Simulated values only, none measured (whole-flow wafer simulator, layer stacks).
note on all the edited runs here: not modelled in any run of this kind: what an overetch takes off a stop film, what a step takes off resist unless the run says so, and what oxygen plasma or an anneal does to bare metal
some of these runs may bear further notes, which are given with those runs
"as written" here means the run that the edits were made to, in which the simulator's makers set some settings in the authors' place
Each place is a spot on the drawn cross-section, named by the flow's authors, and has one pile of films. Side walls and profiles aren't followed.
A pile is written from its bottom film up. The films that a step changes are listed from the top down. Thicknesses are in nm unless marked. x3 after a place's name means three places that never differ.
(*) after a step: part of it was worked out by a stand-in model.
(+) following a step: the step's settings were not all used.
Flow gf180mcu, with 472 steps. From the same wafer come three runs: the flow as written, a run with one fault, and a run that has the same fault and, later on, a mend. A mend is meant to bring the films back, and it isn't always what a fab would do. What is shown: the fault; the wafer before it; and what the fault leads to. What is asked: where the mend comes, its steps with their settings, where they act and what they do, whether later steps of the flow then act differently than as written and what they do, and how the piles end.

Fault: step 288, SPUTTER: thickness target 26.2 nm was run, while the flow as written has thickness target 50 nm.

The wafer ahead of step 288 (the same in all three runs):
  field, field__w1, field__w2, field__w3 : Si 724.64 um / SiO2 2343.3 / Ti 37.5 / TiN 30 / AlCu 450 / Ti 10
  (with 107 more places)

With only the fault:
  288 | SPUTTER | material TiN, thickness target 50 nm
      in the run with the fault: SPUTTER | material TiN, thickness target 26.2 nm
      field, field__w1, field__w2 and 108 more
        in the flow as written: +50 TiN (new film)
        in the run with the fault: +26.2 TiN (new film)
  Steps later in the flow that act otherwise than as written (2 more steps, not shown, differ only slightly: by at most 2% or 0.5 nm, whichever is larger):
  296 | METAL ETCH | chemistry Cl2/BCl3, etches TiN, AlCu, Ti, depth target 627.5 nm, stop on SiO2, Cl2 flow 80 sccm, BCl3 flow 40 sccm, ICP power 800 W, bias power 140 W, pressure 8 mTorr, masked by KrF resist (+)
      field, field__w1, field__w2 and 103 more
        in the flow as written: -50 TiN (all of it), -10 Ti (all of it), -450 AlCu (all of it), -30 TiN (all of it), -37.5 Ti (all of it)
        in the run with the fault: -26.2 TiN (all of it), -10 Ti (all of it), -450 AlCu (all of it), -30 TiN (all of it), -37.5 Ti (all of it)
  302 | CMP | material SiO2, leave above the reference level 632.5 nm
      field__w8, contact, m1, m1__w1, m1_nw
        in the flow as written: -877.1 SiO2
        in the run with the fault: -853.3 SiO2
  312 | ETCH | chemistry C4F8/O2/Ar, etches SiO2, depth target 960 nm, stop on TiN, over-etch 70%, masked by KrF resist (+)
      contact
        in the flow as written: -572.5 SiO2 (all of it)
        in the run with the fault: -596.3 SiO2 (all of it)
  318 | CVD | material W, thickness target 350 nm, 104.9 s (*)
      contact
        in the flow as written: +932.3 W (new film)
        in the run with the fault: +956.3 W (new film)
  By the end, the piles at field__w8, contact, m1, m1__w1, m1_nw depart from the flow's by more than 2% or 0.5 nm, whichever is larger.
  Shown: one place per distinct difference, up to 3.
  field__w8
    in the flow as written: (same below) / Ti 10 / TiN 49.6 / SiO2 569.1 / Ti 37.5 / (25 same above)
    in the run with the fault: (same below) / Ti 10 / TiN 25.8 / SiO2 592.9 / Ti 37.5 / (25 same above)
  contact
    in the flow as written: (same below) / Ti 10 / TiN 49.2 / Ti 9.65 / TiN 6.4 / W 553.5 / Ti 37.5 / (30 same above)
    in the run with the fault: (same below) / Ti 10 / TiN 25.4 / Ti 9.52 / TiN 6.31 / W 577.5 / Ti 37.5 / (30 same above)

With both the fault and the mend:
  The mend stands after step 295.
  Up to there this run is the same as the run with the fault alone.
  295a | STRIP | chemistry O2/N2, power 2160 W, pressure 1700 mTorr (*)
      field__w8, contact, m1, m1__w1, m1_nw
        -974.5 KrF resist (all of it)
  295b | SPUTTER | material TiN, thickness target 23.8 nm (the flow's step 288 again, with other settings)
      field, field__w1, field__w2 and 108 more
        +23.8 TiN
  295c | HMDS | 120 C, 60 s (the flow's step 290 again)
      leaves every film unchanged at each place that is followed
  295d | COAT | KrF resist, thickness 1000 nm (the flow's step 291 again)
      field, field__w1, field__w2 and 108 more
        +1000 KrF resist (new film)
  295e | SOFTBAKE | KrF resist (the flow's step 292 again)
      leaves every film unchanged at each place that is followed
  295f | EXPOSE | photomask Metal2 (the flow's step 293 again)
      leaves every film unchanged at each place that is followed
  295g | PEB | KrF resist, 135 C, 90 s (the flow's step 294 again)
      field, field__w1, field__w2 and 108 more
        -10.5 KrF resist
  295h | DEVELOP | thickness 1000 nm, 60 s (the flow's step 295 again)
      field, field__w1, field__w2 and 103 more
        -989.5 KrF resist (all of it)
      field__w8, contact, m1, m1__w1, m1_nw
        -14.9 KrF resist
  Later steps of the flow that are run all act as written at every place that is followed.
  The piles end the same as the flow's at every place that both follow.
